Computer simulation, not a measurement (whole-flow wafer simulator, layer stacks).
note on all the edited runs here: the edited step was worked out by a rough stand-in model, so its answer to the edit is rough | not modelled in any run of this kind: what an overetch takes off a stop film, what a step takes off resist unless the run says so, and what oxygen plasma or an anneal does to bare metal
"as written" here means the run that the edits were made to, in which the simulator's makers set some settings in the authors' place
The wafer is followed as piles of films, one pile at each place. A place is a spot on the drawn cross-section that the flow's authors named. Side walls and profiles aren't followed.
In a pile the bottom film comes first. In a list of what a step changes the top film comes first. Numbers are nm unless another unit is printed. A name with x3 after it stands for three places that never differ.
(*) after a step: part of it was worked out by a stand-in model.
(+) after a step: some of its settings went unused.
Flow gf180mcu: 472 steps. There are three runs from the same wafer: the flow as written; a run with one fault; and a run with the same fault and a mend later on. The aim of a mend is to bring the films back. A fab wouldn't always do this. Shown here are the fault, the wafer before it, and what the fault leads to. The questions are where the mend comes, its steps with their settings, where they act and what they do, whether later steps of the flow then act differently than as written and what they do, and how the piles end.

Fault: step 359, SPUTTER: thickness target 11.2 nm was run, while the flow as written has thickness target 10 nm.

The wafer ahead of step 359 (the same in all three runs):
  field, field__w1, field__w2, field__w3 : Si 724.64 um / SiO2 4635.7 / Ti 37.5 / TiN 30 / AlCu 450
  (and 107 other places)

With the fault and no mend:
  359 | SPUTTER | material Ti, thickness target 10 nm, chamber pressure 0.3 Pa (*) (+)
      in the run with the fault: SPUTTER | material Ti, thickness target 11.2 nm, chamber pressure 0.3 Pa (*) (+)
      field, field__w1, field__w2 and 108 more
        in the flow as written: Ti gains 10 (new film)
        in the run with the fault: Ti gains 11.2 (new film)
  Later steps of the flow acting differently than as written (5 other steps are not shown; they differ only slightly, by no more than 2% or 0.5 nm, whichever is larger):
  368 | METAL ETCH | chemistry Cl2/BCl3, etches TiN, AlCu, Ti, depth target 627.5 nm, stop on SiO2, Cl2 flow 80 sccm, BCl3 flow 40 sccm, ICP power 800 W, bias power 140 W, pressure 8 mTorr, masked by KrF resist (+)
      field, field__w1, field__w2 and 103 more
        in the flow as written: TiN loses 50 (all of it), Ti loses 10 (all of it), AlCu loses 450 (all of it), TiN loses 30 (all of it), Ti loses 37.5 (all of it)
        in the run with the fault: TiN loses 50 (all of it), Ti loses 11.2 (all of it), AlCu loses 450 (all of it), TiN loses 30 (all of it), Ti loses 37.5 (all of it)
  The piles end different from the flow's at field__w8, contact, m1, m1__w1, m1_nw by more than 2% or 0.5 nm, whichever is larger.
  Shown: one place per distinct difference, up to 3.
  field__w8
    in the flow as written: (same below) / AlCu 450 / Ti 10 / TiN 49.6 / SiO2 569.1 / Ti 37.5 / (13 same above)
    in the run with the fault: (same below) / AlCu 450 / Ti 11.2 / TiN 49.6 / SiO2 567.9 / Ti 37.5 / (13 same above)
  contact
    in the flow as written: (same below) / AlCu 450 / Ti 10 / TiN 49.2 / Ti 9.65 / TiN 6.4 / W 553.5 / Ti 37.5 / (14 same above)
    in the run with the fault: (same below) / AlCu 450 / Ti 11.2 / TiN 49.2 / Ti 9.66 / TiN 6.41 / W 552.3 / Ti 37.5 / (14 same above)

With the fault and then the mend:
  The mend follows step 359.
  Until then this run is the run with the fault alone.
  359a | METAL ETCH | chemistry Cl2/BCl3, etches TiN, AlCu, Ti, depth target 1.2 nm, Cl2 flow 80 sccm, BCl3 flow 40 sccm, ICP power 800 W, bias power 140 W, pressure 8 mTorr (the flow's step 260, run once more with other settings)
      field, field__w1, field__w2 and 108 more
        Ti loses 1.2
  Every later step of the flow that is run acts as written at every place that is followed.
  At every place that both follow, the piles at the end match the flow's.
